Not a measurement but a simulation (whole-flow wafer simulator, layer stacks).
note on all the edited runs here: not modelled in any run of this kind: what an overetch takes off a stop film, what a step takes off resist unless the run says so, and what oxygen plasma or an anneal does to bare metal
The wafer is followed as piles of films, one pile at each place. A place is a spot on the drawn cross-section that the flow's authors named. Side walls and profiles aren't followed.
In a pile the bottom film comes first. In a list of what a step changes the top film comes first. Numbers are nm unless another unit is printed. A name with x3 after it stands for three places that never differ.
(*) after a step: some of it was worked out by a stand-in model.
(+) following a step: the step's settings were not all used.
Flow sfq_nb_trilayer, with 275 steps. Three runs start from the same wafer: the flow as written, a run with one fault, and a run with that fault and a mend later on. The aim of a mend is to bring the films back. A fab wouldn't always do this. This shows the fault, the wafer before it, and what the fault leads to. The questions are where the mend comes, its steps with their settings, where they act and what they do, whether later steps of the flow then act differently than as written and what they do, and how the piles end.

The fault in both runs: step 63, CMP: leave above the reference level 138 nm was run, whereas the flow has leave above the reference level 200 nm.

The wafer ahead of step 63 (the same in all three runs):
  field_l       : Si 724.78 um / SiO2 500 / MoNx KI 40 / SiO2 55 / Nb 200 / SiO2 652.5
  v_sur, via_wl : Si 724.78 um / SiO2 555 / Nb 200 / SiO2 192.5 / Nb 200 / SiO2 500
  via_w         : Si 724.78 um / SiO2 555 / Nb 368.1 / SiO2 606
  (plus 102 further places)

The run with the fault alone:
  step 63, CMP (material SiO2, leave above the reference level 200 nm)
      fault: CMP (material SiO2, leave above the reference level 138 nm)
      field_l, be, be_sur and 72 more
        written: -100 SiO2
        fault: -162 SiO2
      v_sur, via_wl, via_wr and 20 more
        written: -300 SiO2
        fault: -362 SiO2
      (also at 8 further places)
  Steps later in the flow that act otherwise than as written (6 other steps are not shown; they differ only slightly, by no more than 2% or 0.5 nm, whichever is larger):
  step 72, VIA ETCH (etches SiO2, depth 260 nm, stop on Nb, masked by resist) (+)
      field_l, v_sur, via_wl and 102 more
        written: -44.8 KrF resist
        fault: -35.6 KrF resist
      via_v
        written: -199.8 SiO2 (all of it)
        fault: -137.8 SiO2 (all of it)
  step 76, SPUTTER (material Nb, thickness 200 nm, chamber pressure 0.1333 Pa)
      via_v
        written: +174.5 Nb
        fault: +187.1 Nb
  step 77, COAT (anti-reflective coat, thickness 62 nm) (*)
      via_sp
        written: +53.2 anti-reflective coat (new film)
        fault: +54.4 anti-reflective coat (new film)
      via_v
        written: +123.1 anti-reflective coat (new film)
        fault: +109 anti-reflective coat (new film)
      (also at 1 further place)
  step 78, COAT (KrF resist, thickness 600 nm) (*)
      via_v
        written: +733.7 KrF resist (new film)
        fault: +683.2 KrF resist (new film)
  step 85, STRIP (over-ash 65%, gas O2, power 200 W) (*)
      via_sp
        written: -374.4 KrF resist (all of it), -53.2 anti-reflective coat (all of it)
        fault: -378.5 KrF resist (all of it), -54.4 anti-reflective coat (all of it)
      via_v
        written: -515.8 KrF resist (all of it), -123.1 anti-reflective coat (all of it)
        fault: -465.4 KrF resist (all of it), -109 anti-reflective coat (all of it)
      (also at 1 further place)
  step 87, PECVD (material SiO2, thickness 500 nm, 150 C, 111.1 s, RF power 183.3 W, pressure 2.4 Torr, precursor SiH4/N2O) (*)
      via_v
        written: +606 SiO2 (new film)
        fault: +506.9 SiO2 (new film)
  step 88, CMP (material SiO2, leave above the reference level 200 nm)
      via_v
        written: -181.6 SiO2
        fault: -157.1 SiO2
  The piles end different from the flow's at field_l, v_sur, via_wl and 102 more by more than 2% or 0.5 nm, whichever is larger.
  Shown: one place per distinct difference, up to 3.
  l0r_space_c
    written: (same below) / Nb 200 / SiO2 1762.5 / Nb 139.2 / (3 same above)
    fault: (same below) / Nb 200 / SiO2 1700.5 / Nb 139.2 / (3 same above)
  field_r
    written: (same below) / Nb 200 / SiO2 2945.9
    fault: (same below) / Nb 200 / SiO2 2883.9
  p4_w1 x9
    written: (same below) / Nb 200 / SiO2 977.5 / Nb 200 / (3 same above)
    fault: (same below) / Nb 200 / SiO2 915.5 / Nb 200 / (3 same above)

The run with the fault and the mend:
  After step 64 comes the mend.
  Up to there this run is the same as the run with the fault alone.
  step 64a, PECVD (material SiO2, thickness 62 nm, 150 C, 13.78 s, RF power 183.3 W, pressure 2.4 Torr, precursor SiH4/N2O) (a further turn of the flow's step 62, with different settings)
      field_l, v_sur, via_wl and 103 more
        +62 SiO2
  Later steps of the flow that are run all act as written at every place that is followed.
  The piles end the same as the flow's at every place that both follow.
